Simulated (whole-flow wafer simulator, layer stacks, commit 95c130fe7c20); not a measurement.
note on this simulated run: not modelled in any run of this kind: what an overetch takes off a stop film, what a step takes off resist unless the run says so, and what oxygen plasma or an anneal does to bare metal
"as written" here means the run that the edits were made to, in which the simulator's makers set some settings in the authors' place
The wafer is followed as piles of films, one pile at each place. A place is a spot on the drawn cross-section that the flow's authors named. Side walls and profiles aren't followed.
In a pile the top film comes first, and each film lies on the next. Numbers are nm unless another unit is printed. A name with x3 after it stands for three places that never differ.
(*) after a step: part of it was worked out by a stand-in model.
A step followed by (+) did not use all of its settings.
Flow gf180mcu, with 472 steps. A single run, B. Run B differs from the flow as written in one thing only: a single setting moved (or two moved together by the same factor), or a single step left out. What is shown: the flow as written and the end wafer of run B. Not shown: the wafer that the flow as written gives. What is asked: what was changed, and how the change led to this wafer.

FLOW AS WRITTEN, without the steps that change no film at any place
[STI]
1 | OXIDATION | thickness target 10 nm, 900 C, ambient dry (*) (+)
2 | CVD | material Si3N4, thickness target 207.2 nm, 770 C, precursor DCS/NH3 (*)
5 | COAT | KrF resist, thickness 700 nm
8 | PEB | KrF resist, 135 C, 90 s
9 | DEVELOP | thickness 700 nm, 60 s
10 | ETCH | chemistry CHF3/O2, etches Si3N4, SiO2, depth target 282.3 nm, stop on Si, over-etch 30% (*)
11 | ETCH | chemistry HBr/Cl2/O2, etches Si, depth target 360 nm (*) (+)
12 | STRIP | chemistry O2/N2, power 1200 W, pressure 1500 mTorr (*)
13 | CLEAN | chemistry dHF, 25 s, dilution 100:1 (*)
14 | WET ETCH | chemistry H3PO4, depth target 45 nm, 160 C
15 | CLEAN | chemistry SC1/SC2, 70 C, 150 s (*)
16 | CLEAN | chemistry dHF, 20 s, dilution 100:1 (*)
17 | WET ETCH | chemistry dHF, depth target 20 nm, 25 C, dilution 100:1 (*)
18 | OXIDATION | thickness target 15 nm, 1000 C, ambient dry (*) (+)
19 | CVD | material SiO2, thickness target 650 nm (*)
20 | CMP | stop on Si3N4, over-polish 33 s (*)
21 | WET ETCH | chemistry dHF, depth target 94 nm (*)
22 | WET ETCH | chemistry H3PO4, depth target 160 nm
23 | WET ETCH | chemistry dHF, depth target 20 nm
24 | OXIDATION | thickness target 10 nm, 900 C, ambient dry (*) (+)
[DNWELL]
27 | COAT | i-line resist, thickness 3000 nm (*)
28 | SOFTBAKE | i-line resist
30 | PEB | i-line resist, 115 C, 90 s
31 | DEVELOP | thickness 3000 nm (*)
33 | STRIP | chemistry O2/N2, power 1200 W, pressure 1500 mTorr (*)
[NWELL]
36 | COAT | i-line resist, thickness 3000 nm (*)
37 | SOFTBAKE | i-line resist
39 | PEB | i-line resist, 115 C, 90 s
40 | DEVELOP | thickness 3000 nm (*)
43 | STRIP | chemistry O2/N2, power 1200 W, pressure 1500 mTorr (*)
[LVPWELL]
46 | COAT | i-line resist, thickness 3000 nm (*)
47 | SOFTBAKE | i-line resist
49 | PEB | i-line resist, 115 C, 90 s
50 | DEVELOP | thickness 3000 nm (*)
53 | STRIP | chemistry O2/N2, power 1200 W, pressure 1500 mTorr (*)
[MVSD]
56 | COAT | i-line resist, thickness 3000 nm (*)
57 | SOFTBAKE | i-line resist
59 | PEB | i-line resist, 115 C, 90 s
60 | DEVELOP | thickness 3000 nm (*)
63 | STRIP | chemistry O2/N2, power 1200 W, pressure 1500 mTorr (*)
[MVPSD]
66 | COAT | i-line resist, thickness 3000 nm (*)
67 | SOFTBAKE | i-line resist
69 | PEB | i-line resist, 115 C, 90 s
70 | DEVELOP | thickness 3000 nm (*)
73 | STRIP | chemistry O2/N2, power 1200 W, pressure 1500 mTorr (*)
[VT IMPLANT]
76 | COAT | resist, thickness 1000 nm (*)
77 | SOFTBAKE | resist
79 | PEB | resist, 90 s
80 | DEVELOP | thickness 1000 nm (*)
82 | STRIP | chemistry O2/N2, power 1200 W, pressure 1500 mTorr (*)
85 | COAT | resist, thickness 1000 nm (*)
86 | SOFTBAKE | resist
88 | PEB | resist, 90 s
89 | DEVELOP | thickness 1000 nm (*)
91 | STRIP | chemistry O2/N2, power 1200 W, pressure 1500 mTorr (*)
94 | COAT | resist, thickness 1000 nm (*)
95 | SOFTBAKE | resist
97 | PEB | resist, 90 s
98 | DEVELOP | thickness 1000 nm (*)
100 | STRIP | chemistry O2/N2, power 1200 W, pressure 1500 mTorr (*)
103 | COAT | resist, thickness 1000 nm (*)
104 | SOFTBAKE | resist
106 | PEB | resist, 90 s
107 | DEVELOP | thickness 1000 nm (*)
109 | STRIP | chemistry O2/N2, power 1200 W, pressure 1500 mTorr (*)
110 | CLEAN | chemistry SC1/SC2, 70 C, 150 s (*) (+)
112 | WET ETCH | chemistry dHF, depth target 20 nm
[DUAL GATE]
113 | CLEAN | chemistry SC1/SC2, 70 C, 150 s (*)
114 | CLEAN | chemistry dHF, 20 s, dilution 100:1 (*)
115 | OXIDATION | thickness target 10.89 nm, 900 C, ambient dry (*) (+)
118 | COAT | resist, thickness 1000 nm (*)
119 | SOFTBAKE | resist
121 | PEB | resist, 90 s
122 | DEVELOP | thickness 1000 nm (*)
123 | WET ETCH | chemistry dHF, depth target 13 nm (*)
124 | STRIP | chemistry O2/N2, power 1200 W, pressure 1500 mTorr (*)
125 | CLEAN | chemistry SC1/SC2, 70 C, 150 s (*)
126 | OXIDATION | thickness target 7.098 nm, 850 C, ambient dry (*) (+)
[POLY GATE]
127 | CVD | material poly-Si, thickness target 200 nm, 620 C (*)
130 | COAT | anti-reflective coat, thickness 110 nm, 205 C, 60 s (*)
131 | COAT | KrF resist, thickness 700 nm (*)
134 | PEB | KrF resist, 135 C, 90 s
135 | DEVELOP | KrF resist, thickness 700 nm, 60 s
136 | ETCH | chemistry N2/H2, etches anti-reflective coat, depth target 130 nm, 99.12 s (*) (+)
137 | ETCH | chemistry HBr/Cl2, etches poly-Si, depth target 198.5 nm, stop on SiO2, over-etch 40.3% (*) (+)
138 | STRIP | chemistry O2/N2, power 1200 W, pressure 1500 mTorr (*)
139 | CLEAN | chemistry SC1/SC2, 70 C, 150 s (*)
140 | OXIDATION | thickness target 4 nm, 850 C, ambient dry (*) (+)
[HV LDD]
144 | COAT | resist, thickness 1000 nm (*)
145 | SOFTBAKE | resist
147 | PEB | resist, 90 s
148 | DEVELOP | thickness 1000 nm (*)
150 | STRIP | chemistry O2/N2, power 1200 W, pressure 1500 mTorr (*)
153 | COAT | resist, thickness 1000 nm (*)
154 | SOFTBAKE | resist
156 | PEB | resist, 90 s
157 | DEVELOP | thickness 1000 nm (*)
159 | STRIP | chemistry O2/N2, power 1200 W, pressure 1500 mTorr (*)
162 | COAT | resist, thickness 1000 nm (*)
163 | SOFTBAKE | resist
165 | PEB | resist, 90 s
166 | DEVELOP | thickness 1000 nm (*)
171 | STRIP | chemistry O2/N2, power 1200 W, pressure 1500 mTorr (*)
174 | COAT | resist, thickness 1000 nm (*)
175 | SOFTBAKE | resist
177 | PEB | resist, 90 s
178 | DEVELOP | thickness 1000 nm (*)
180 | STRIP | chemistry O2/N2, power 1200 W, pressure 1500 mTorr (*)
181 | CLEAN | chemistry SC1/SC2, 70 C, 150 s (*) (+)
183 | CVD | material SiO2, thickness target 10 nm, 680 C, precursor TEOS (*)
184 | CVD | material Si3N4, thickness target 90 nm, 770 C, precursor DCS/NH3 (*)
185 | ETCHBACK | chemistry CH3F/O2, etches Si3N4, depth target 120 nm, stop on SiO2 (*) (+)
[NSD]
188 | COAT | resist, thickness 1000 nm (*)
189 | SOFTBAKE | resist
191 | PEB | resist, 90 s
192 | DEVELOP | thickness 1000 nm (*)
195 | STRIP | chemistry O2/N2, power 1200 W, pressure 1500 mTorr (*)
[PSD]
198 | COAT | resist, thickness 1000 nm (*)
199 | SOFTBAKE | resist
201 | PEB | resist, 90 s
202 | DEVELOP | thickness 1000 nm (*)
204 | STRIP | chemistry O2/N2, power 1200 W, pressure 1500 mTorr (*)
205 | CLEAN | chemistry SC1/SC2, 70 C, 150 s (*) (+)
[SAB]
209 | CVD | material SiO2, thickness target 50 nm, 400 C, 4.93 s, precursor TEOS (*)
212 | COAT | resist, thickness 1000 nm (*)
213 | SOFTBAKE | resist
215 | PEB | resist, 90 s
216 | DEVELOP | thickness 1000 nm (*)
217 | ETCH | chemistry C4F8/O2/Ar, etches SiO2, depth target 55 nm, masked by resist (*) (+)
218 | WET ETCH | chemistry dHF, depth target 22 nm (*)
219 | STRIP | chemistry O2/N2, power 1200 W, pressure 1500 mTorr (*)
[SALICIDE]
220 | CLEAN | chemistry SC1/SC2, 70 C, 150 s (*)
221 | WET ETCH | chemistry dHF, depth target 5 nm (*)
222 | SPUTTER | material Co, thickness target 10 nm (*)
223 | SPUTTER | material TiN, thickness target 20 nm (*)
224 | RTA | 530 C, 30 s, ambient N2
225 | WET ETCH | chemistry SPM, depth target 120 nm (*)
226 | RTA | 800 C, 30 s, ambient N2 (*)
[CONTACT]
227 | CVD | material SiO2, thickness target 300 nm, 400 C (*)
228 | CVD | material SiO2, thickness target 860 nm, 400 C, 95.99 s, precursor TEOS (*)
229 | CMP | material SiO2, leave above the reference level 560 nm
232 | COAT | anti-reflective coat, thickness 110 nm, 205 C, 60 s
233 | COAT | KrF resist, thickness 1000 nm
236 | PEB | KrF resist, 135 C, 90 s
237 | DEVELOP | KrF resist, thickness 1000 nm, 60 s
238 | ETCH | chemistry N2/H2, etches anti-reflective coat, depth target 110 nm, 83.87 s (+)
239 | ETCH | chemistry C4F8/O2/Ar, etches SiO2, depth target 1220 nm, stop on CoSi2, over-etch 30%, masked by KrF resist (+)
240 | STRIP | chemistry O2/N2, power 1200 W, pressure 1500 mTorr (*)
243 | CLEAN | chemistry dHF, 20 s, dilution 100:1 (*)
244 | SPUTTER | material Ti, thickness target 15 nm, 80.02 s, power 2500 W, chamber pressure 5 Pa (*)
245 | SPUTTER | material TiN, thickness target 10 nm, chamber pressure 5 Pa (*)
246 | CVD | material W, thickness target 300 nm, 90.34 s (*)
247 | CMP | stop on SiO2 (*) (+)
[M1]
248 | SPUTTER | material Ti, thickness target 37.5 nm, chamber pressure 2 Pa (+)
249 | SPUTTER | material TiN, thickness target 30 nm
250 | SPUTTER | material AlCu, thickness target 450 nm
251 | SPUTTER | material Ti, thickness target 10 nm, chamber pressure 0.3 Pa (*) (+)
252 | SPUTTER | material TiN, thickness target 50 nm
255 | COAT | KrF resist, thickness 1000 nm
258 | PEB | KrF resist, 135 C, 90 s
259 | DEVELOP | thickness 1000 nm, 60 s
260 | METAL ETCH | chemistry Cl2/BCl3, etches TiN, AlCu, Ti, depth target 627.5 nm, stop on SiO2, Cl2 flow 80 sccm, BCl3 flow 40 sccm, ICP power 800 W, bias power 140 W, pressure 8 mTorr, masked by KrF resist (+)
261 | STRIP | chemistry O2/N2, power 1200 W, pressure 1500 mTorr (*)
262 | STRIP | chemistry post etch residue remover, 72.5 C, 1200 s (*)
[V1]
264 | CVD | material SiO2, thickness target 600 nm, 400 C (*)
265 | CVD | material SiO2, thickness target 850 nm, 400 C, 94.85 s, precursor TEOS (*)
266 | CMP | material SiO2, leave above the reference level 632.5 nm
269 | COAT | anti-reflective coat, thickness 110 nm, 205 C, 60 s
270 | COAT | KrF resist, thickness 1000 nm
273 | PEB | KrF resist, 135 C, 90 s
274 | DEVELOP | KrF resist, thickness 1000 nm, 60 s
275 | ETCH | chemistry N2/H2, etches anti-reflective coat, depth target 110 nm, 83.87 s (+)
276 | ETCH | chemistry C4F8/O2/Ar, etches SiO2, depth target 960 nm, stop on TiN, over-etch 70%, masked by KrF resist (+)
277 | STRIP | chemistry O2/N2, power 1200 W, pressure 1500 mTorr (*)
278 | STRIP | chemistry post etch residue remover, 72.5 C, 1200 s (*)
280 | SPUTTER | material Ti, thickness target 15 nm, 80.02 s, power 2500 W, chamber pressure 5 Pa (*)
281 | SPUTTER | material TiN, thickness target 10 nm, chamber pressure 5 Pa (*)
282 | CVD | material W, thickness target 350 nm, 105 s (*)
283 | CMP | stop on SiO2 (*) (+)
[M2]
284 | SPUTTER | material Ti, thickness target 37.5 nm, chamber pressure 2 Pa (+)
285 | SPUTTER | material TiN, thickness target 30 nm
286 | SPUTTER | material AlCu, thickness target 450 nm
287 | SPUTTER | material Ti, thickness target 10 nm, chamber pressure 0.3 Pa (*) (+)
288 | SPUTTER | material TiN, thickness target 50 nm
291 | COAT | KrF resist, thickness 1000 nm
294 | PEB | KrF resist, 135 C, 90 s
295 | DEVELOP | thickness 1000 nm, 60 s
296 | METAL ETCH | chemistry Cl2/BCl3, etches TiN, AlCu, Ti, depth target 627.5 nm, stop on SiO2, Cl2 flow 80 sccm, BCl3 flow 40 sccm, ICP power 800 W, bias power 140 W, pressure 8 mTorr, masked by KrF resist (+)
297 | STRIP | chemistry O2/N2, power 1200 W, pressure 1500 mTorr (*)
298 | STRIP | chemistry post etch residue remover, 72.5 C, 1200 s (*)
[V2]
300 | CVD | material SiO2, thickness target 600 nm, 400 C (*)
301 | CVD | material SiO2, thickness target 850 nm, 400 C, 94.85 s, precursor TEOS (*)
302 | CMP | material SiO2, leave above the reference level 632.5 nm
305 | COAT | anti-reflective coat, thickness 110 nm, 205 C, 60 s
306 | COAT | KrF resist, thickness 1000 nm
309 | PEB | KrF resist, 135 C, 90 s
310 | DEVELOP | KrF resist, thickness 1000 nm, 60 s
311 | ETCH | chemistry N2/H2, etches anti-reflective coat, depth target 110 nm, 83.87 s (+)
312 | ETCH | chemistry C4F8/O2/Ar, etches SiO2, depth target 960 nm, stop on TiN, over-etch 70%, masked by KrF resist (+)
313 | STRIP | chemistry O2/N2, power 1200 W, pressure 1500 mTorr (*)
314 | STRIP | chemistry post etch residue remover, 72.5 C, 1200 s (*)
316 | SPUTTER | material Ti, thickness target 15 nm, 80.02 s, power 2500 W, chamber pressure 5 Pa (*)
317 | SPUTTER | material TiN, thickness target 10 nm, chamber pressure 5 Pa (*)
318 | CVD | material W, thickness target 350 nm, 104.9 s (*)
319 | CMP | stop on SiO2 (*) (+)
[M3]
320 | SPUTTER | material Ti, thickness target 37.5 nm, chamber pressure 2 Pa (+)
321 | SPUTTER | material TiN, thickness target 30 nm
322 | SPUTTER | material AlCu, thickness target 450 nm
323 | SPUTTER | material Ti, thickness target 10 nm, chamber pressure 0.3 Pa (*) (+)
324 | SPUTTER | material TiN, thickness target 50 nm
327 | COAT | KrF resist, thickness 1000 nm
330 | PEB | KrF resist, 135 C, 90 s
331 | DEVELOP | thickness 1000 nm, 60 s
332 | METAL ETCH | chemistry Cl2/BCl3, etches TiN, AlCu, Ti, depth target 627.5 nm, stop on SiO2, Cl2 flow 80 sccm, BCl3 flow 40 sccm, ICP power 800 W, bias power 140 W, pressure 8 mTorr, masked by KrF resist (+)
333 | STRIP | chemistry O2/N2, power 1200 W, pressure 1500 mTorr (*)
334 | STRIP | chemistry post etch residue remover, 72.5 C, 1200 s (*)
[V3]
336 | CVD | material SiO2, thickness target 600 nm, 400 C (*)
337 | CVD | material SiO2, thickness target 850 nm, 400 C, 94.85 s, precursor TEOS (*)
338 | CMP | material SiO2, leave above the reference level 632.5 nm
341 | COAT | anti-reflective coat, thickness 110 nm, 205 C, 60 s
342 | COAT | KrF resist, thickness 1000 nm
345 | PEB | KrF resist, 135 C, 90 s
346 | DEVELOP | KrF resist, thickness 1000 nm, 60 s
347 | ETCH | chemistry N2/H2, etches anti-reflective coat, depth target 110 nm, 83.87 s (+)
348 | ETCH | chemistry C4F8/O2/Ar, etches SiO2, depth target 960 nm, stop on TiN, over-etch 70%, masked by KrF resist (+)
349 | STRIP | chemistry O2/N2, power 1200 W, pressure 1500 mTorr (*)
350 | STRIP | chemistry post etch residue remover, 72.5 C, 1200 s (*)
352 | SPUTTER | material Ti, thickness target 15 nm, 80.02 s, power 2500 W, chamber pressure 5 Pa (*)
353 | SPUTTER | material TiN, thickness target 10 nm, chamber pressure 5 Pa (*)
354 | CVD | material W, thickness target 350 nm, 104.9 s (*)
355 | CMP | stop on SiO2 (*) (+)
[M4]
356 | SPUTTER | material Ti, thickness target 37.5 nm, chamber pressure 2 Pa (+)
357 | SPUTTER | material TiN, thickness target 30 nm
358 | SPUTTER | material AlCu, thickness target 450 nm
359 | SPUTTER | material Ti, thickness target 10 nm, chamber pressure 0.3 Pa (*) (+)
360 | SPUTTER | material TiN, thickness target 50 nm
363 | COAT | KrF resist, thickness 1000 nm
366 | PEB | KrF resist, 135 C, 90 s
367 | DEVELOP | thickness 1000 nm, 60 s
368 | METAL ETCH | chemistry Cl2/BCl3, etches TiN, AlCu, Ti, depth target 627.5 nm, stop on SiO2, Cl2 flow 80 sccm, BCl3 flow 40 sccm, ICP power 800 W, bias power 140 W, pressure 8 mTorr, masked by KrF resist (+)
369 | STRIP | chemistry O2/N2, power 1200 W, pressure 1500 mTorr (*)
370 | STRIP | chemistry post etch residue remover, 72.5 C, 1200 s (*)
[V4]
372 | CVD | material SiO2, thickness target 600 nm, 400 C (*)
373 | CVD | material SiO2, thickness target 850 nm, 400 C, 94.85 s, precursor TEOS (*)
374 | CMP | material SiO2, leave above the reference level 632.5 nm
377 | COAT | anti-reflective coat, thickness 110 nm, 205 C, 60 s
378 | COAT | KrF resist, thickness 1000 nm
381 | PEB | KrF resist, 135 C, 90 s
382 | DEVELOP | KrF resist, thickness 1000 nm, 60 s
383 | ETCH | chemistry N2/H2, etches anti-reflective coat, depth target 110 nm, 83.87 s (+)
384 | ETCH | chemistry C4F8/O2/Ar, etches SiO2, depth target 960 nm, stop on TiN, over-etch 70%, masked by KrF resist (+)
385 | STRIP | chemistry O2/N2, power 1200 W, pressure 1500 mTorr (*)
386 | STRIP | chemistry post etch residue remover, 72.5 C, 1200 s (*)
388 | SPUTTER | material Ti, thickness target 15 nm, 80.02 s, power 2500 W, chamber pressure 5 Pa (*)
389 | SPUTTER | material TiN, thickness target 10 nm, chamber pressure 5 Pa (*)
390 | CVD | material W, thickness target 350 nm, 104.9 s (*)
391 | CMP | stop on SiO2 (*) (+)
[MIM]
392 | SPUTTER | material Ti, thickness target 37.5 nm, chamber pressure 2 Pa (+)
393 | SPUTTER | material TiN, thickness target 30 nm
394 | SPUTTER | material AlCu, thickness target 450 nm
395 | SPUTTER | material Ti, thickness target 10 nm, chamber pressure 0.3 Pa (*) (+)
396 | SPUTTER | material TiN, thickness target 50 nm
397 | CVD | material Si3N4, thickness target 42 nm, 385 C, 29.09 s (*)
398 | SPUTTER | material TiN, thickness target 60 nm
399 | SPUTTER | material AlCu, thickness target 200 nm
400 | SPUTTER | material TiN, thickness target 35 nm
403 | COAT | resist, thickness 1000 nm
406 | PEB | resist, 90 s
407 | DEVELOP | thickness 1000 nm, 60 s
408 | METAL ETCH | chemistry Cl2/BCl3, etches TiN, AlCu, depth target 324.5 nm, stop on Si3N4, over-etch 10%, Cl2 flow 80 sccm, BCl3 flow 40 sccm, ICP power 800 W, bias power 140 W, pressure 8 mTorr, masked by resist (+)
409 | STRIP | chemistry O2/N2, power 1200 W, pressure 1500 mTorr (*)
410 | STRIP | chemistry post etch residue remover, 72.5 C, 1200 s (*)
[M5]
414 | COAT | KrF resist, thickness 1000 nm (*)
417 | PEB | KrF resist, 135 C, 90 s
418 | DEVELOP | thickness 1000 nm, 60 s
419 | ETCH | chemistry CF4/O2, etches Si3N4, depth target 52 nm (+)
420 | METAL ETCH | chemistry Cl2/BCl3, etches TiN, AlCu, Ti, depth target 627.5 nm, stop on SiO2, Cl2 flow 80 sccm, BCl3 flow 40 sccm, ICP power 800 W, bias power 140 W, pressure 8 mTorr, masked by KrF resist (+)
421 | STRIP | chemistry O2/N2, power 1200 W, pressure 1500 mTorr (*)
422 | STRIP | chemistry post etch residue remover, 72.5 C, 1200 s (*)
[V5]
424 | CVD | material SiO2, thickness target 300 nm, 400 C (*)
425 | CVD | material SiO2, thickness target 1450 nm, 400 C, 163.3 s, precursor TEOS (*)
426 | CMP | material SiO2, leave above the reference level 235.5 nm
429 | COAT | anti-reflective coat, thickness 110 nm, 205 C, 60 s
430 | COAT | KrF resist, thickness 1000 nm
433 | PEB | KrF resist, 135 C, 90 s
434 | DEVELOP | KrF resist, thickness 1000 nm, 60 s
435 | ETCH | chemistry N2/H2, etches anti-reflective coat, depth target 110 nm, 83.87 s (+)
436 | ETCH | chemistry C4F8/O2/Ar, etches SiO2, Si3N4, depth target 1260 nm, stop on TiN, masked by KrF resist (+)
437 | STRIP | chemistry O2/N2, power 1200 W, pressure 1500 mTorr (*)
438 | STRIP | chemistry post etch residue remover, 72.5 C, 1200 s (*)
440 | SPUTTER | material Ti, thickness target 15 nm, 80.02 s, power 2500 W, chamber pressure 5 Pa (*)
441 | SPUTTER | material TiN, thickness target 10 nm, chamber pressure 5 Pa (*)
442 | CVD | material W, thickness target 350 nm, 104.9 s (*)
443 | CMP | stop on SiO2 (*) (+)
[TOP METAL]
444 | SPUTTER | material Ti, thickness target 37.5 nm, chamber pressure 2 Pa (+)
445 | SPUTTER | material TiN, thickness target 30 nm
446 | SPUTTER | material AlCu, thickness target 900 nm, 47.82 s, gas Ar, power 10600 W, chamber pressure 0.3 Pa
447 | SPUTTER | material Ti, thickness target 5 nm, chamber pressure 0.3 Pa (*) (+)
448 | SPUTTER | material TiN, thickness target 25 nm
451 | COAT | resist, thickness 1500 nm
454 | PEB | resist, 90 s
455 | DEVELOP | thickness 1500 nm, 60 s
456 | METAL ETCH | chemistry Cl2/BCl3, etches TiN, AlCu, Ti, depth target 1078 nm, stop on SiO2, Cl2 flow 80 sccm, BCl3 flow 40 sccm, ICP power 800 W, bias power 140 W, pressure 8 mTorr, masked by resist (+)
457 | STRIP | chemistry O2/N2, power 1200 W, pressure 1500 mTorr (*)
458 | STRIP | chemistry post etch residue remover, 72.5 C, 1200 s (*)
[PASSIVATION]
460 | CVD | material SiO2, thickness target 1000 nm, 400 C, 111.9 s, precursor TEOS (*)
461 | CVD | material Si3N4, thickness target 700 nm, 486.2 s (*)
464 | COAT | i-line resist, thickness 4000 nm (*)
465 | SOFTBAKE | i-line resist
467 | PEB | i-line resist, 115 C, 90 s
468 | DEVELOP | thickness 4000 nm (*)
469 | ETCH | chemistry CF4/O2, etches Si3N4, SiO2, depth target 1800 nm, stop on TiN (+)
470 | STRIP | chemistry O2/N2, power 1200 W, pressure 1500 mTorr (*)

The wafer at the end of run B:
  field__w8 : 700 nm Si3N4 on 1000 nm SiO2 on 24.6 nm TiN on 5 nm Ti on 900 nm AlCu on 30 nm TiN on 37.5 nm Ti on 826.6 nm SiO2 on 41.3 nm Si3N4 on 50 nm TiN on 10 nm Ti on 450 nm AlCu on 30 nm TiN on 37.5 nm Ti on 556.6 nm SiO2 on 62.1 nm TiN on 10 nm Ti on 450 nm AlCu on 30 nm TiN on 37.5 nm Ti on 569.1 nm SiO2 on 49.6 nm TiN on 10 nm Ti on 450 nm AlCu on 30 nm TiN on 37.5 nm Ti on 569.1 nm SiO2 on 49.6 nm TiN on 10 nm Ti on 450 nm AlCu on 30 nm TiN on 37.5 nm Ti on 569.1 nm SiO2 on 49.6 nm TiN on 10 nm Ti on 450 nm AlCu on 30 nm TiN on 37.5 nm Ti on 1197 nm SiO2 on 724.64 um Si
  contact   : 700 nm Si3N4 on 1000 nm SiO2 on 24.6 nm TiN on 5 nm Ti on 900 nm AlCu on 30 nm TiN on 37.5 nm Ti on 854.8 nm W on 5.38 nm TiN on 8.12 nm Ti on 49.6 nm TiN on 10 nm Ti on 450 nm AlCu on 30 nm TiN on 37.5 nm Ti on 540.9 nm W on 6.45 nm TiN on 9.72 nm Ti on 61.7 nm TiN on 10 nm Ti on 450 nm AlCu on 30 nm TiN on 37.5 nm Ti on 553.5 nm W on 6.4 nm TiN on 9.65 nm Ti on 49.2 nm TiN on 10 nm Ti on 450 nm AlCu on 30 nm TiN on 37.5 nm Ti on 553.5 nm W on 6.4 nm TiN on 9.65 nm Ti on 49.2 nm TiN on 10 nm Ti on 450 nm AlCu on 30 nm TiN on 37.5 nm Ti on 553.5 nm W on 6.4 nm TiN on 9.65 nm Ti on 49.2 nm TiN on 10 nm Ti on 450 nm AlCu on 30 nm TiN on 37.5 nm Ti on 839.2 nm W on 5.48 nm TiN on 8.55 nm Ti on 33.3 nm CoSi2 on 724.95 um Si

The reason: step 360, SPUTTER: thickness target 62.5 nm was run, though the flow has thickness target 50 nm.

How this came from the change, step by step:
  360 | SPUTTER | material TiN, thickness target 50 nm
      field, field__w1, field__w2 and 108 more: +62.5 TiN (new film) (in the flow as written it would be: +50 TiN (new film))
  368 | METAL ETCH | chemistry Cl2/BCl3, etches TiN, AlCu, Ti, depth target 627.5 nm, stop on SiO2, Cl2 flow 80 sccm, BCl3 flow 40 sccm, ICP power 800 W, bias power 140 W, pressure 8 mTorr, masked by KrF resist (+)
      field, field__w1, field__w2 and 103 more: -62.5 TiN (all of it), -10 Ti (all of it), -450 AlCu (all of it), -30 TiN (all of it), -37.5 Ti (all of it) (in the flow as written it would be: -50 TiN (all of it), -10 Ti (all of it), -450 AlCu (all of it), -30 TiN (all of it), -37.5 Ti (all of it))
  384 | ETCH | chemistry C4F8/O2/Ar, etches SiO2, depth target 960 nm, stop on TiN, over-etch 70%, masked by KrF resist (+)
      contact: -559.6 SiO2 (all of it) (in the flow as written it would be: -572.1 SiO2 (all of it))
